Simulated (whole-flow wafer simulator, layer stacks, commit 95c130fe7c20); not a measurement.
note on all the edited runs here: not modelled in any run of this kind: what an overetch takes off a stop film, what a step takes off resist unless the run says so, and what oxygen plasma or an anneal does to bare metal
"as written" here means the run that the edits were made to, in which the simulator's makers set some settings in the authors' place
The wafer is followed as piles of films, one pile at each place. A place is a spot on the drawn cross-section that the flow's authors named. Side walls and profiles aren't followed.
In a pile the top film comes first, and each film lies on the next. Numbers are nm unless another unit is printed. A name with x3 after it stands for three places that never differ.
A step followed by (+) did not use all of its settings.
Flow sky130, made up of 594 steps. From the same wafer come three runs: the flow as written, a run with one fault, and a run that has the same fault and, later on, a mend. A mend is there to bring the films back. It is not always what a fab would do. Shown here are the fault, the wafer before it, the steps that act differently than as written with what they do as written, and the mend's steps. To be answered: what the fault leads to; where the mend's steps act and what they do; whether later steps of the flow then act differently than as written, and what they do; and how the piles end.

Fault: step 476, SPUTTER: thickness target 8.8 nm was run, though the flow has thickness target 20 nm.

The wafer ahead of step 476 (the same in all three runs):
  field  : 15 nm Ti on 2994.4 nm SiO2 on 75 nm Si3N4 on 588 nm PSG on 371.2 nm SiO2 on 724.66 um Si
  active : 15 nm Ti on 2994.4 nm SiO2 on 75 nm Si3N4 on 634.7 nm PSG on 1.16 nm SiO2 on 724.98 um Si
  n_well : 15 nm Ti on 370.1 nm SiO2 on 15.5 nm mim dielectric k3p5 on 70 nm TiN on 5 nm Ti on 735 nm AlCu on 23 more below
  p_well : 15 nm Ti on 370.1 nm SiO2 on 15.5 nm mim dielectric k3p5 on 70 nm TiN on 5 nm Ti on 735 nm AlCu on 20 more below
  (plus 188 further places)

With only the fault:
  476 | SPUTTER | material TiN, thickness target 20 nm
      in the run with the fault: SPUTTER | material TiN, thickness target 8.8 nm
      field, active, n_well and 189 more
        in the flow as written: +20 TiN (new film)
        in the run with the fault: +8.8 TiN (new film)
  Steps later in the flow that act otherwise than as written (8 other steps are not shown; they differ only slightly, by no more than 2% or 0.5 nm, whichever is larger):
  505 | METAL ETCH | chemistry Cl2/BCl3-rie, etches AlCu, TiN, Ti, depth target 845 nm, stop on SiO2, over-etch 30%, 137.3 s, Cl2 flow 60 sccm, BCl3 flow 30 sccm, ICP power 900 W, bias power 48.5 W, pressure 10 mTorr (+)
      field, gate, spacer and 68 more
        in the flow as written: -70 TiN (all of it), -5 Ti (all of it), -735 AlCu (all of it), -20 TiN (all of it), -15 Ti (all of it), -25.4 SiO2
        in the run with the fault: -70 TiN (all of it), -5 Ti (all of it), -735 AlCu (all of it), -8.8 TiN (all of it), -15 Ti (all of it), -26.5 SiO2
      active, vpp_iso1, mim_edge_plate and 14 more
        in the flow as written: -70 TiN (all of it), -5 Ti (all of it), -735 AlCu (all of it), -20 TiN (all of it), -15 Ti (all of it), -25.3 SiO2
        in the run with the fault: -70 TiN (all of it), -5 Ti (all of it), -735 AlCu (all of it), -8.8 TiN (all of it), -15 Ti (all of it), -26.5 SiO2
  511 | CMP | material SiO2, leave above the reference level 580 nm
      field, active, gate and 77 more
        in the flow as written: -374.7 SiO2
        in the run with the fault: -384.7 SiO2
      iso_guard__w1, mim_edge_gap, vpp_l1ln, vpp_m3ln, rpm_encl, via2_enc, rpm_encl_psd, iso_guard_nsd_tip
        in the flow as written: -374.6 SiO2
        in the run with the fault: -384.7 SiO2
  At n_well, p_well, gate_hv and 102 more, the piles at the end differ from the flow's by more than 2% or 0.5 nm, whichever is larger.
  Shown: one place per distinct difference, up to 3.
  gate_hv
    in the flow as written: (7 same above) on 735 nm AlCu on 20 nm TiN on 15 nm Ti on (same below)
    in the run with the fault: (7 same above) on 735 nm AlCu on 8.8 nm TiN on 15 nm Ti on (same below)
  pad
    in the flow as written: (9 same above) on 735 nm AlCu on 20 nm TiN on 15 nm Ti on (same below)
    in the run with the fault: (9 same above) on 735 nm AlCu on 8.8 nm TiN on 15 nm Ti on (same below)
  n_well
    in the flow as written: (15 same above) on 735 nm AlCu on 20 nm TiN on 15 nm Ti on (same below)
    in the run with the fault: (15 same above) on 735 nm AlCu on 8.8 nm TiN on 15 nm Ti on (same below)

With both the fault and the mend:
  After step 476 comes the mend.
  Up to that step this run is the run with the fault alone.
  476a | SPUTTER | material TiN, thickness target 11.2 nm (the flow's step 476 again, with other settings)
      field, active, n_well and 189 more
        +11.2 TiN
  Later steps of the flow that are run all act as written at every place that is followed.
  By the end, the piles equal the flow's at every place that both follow.
